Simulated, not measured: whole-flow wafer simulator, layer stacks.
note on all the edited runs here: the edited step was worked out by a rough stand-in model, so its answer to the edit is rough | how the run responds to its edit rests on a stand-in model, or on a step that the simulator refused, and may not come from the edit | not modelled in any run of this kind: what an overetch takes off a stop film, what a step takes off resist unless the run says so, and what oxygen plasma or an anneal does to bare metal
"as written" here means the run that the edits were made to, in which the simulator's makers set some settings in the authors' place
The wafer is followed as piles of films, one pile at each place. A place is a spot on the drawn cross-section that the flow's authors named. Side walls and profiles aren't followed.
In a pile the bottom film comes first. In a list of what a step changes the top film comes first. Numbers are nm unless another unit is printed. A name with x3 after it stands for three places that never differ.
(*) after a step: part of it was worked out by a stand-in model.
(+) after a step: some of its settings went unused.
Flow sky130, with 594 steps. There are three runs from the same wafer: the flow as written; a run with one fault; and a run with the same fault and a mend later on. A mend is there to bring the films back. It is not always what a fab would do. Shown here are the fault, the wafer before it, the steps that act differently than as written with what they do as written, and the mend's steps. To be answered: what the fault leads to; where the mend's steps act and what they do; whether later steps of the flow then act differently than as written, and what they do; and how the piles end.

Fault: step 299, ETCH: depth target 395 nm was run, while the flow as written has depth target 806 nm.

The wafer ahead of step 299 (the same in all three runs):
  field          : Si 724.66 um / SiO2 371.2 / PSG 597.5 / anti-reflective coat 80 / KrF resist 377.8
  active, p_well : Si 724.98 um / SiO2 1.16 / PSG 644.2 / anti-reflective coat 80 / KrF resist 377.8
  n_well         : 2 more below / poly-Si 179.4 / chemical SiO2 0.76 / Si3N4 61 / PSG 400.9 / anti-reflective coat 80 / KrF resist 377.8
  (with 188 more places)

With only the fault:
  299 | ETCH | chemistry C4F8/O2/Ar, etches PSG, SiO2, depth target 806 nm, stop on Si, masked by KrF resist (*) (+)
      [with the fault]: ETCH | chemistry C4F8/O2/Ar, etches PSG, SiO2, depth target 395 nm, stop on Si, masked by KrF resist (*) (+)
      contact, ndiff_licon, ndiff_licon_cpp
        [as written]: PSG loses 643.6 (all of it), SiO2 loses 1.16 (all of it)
        [with the fault]: PSG loses 395
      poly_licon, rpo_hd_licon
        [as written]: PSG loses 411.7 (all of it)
        [with the fault]: PSG loses 395
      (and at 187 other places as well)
  Steps later in the flow that act otherwise than as written (2 other steps are not shown; they differ only slightly, by no more than 2% or 0.5 nm, whichever is larger):
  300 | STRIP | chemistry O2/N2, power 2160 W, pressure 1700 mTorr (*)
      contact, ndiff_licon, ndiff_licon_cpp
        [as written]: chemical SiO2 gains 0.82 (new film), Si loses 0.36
        [with the fault]: nothing
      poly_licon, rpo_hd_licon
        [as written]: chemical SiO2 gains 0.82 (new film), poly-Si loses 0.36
        [with the fault]: nothing
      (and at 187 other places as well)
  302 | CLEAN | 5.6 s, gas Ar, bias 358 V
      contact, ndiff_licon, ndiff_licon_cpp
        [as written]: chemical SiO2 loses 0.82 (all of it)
        [with the fault]: PSG loses 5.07
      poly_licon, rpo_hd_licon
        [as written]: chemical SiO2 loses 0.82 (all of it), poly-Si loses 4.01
        [with the fault]: PSG loses 5.07
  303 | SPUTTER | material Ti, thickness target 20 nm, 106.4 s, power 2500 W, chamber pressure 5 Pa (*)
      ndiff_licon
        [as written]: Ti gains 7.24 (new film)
        [with the fault]: Ti gains 10.6 (new film)
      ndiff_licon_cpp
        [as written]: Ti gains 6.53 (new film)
        [with the fault]: Ti gains 10.4 (new film)
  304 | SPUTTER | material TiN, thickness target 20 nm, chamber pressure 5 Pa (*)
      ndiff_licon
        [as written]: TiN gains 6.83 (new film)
        [with the fault]: TiN gains 10.1 (new film)
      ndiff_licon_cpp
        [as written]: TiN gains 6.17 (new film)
        [with the fault]: TiN gains 10.1 (new film)
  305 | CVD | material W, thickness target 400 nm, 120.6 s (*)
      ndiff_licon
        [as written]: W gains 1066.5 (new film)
        [with the fault]: W gains 815 (new film)
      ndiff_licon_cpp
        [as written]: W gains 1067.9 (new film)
        [with the fault]: W gains 815 (new film)
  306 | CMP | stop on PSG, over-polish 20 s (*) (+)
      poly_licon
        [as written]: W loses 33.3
        [with the fault]: W loses 49.3
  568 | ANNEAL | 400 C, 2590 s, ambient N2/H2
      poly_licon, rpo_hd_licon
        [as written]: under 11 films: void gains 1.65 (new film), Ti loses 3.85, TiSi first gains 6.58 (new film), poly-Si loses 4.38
        [with the fault]: nothing
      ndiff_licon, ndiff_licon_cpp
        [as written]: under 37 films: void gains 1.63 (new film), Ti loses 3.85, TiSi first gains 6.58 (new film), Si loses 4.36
        [with the fault]: nothing
  By the end, the piles at poly_licon, ndiff_licon, ndiff_licon_cpp, rpo_hd_licon depart from the flow's by more than 2% or 0.5 nm, whichever is larger.
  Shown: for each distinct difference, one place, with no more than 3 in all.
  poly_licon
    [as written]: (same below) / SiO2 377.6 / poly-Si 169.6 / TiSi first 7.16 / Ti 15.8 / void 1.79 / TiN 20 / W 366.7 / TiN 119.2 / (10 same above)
    [with the fault]: (same below) / SiO2 377.6 / poly-Si 178.7 / PSG 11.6 / Ti 20 / TiN 20 / W 350.7 / TiN 119.2 / (10 same above)
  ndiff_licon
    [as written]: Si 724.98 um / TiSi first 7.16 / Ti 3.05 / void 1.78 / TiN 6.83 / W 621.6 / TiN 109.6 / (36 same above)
    [with the fault]: Si 724.98 um / SiO2 1.16 / PSG 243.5 / Ti 10.6 / TiN 10.1 / W 370 / TiN 109.6 / (36 same above)
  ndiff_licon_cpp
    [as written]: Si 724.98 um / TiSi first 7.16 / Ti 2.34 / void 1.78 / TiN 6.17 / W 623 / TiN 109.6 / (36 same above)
    [with the fault]: Si 724.98 um / SiO2 1.16 / PSG 243.5 / Ti 10.4 / TiN 10.1 / W 370.1 / TiN 109.6 / (36 same above)

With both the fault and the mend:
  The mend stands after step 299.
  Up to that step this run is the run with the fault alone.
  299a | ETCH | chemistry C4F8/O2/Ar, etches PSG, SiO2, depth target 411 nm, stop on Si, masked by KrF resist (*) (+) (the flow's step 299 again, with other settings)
      field, active, n_well and 184 more
        KrF resist loses 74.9
      contact, ndiff_licon, ndiff_licon_cpp
        PSG loses 248.6 (all of it), SiO2 loses 1.16 (all of it)
      poly_licon, rpo_hd_licon
        PSG loses 16.7 (all of it)
  Steps later in the flow that act otherwise than as written (2 other steps are not shown; they differ only slightly, by no more than 2% or 0.5 nm, whichever is larger):
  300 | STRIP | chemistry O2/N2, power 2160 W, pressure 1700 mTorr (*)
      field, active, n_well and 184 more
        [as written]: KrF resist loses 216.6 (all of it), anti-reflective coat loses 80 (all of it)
        [with the mend]: KrF resist loses 223.9 (all of it), anti-reflective coat loses 80 (all of it)
  The piles end only slightly different from the flow's at the places that both follow, by no more than 2% or 0.5 nm, whichever is larger.
